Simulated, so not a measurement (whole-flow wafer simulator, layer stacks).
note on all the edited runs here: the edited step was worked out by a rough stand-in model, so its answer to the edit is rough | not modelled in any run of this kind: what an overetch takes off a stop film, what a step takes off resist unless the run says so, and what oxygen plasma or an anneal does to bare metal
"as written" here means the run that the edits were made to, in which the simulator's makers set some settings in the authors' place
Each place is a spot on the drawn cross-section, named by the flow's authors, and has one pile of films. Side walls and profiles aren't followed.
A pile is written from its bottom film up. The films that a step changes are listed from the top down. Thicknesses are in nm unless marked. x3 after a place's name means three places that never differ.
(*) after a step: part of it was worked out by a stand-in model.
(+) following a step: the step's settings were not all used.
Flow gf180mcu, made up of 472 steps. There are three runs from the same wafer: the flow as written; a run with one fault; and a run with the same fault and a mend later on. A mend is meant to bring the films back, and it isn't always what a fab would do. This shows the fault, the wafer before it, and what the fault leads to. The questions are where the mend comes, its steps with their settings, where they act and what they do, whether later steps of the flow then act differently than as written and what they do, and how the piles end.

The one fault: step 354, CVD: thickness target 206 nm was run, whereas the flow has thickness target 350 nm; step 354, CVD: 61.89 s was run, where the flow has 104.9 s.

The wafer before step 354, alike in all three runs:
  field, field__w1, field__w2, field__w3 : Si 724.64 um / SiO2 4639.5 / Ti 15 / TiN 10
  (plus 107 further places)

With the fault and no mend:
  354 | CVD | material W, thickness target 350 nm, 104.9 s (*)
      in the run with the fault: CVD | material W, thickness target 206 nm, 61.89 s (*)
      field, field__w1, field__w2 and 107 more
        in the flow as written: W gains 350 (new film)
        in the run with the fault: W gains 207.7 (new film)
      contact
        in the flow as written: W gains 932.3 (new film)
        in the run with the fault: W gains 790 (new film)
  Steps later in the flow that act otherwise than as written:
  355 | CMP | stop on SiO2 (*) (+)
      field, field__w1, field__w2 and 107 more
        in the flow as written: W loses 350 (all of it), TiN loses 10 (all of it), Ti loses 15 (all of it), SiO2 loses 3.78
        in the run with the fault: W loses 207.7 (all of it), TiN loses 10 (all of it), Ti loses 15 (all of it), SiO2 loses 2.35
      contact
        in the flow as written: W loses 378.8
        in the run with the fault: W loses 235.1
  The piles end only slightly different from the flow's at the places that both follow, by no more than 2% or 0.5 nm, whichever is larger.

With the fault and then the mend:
  After step 354 comes the mend.
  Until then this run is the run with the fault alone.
  354a | CVD | material W, thickness target 144 nm, 43.16 s (the flow's step 354 again, with other settings)
      field, field__w1, field__w2 and 108 more
        W gains 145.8
  Every later step of the flow that is run acts as written, at every place that is followed, to within 2% or 0.5 nm, whichever is larger.
  The piles end only slightly different from the flow's at the places that both follow, by no more than 2% or 0.5 nm, whichever is larger.
